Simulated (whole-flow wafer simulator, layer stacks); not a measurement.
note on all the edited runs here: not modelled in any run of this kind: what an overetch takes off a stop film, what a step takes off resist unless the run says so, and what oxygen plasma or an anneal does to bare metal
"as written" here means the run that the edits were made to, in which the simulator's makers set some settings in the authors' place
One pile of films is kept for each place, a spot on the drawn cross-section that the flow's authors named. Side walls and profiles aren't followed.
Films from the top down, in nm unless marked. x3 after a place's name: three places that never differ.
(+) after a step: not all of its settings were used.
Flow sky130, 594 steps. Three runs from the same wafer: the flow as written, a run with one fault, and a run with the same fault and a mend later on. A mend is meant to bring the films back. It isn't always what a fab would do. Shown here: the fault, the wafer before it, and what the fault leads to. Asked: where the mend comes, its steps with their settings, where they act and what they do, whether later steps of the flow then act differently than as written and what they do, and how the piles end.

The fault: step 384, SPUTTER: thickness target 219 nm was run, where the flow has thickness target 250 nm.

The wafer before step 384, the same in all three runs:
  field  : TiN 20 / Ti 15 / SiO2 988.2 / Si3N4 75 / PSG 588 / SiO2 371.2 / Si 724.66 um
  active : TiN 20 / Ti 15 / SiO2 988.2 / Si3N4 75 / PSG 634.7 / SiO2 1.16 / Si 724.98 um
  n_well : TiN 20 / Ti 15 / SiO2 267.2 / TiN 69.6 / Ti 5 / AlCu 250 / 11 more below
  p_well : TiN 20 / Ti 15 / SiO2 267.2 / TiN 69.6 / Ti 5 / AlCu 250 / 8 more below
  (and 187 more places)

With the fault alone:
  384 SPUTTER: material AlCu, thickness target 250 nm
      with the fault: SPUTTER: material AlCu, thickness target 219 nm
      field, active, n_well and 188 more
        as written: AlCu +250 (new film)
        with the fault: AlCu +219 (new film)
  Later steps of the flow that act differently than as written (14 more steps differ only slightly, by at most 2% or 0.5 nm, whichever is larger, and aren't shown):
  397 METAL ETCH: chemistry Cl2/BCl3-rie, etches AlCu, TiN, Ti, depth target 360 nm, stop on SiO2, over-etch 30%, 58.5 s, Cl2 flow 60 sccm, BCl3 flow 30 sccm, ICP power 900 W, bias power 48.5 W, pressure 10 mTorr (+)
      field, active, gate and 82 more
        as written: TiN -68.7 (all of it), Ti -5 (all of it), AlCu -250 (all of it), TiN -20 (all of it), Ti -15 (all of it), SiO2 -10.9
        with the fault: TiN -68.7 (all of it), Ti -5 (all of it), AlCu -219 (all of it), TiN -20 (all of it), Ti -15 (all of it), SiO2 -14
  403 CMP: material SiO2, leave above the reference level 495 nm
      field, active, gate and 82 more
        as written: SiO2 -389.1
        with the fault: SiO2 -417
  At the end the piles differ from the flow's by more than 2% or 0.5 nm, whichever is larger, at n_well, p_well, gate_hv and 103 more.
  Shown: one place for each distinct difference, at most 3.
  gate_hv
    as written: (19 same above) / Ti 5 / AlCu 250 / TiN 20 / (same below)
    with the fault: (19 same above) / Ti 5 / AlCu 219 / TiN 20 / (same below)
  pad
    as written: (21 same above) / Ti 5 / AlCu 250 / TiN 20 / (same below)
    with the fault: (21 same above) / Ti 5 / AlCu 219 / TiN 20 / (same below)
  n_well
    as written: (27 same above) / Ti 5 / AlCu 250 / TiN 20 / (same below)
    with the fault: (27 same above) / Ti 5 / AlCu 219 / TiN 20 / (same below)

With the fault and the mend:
  The mend comes after step 384.
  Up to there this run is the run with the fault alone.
  384a SPUTTER: material AlCu, thickness target 31 nm (the flow's step 384 once more, with other settings)
      field, active, n_well and 188 more
        AlCu +31
  No later step of the flow acts differently than as written at any place that is followed.
  At the end the piles are the same as the flow's at every place that both follow.
